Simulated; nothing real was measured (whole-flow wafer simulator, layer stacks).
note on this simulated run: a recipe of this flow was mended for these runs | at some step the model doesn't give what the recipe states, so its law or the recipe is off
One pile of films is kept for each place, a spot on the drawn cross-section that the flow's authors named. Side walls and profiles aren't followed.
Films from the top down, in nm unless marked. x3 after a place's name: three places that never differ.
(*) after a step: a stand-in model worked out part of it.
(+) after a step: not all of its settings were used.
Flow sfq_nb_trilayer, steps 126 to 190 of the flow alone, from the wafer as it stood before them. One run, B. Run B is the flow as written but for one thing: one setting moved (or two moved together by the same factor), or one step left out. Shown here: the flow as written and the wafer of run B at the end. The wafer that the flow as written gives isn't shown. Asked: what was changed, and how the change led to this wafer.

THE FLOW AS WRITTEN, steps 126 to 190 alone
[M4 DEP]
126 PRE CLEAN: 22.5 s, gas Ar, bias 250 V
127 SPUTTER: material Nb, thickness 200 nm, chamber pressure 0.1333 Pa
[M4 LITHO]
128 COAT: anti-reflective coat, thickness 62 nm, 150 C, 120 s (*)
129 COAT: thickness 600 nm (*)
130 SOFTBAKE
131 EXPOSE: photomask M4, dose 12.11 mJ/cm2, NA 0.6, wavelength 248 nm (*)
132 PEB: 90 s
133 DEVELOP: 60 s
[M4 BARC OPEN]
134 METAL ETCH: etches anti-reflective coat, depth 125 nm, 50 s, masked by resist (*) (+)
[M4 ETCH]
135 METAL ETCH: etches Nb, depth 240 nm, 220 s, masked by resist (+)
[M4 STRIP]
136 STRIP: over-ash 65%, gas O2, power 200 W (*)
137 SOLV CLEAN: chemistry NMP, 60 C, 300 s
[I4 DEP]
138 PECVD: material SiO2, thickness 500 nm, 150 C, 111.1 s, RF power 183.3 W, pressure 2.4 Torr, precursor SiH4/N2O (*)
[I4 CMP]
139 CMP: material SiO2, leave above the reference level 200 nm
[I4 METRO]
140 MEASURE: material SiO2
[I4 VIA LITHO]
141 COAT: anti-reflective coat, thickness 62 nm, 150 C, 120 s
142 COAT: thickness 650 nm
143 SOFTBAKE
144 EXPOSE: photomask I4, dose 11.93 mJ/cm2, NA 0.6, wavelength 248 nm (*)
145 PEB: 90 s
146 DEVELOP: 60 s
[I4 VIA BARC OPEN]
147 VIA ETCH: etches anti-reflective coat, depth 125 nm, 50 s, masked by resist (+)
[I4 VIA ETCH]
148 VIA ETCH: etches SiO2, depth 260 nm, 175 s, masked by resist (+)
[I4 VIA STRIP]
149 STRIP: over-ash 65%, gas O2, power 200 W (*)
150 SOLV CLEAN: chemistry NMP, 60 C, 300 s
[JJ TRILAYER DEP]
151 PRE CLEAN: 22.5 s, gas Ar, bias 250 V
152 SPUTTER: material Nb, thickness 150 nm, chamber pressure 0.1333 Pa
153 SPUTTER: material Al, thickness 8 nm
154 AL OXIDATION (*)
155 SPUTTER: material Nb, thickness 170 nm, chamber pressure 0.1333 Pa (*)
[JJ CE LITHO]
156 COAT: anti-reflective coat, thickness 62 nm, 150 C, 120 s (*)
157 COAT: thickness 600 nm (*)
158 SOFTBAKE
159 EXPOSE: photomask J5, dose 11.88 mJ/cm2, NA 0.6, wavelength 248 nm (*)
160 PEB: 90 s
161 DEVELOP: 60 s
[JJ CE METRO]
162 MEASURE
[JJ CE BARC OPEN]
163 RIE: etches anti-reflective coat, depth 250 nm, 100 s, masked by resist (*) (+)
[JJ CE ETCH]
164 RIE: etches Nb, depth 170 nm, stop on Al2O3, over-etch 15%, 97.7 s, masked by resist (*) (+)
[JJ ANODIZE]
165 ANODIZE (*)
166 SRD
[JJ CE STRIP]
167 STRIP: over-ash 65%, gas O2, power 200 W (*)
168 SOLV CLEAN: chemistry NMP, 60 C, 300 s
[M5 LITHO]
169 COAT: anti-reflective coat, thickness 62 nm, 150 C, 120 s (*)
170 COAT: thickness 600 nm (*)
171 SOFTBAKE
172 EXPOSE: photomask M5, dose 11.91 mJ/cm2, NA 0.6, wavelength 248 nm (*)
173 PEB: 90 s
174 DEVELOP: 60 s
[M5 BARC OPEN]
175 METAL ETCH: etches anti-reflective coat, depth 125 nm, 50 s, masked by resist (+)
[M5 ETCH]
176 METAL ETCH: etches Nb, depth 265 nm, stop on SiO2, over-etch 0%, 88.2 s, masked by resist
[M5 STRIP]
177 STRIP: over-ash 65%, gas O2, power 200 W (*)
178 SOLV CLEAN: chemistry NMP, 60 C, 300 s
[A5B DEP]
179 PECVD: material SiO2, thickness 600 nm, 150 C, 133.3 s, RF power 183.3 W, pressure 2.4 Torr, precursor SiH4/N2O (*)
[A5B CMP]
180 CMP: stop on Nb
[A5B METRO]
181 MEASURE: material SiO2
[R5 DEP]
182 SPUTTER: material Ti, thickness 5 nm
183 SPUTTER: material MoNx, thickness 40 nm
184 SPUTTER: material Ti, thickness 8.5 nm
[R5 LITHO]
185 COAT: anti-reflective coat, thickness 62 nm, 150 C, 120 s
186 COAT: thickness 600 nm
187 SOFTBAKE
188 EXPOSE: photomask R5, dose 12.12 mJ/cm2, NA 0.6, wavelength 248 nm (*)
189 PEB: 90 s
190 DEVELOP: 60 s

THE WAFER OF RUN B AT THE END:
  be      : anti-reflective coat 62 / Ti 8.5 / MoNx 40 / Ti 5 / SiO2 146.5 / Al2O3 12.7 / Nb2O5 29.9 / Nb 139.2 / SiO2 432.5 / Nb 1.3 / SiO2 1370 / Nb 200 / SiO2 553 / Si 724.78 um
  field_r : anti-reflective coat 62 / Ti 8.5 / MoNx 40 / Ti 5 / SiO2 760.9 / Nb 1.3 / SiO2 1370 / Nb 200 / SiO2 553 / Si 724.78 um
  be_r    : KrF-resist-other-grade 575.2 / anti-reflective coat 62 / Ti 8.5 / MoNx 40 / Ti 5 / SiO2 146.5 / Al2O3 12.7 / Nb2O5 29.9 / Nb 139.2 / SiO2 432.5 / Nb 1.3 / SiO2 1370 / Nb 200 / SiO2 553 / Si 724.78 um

The cause: step 127, SPUTTER: thickness 241.3 nm was run, where the flow has thickness 200 nm.

How the change led to this, step by step:
  127 SPUTTER: material Nb, thickness 200 nm, chamber pressure 0.1333 Pa
      field_l, v_sur, via_wl and 102 more: Nb +241.3 (new film) (as written it would be: Nb +200 (new film))
      via_v: Nb +198.8 (as written it would be: Nb +164.5)
  135 METAL ETCH: etches Nb, depth 240 nm, 220 s, masked by resist (+)
      field_l, be, be_sur and 64 more: Nb -240 (as written it would be: Nb -200 (all of it), SiO2 -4)
  138 PECVD: material SiO2, thickness 500 nm, 150 C, 111.1 s, RF power 183.3 W, pressure 2.4 Torr, precursor SiH4/N2O (*)
      field_l, be, be_sur and 55 more: SiO2 +500 (new film) (as written it would be: SiO2 +500)
      p3_s0 x6: SiO2 +597.1 (new film) (as written it would be: SiO2 +561.1)
      (and at 3 more places)
  139 CMP: material SiO2, leave above the reference level 200 nm
      field_l, be, be_sur and 55 more: SiO2 -60 (as written it would be: SiO2 -96)
      lsp_r, l0_sur, l0v: SiO2 -50.3 (as written it would be: SiO2 -87.7)
      (and at 1 more place)
Counting metal films that touch as one body, be has 4 bodies (between them, from the top down: SiO2 146.5 / Al2O3 12.7 / Nb2O5 29.9; SiO2 432.5; SiO2 1370); the flow as written gives 3 bodies (between them, from the top down: SiO2 146.5 / Al2O3 12.7 / Nb2O5 29.9; SiO2 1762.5).
Counting metal films that touch as one body, field_r has 3 bodies (between them, from the top down: SiO2 760.9; SiO2 1370); the flow as written gives 2 bodies (between them, from the top down: SiO2 2090.9).
Counting metal films that touch as one body, be_r has 4 bodies (between them, from the top down: SiO2 146.5 / Al2O3 12.7 / Nb2O5 29.9; SiO2 432.5; SiO2 1370); the flow as written gives 3 bodies (between them, from the top down: SiO2 146.5 / Al2O3 12.7 / Nb2O5 29.9; SiO2 1762.5).
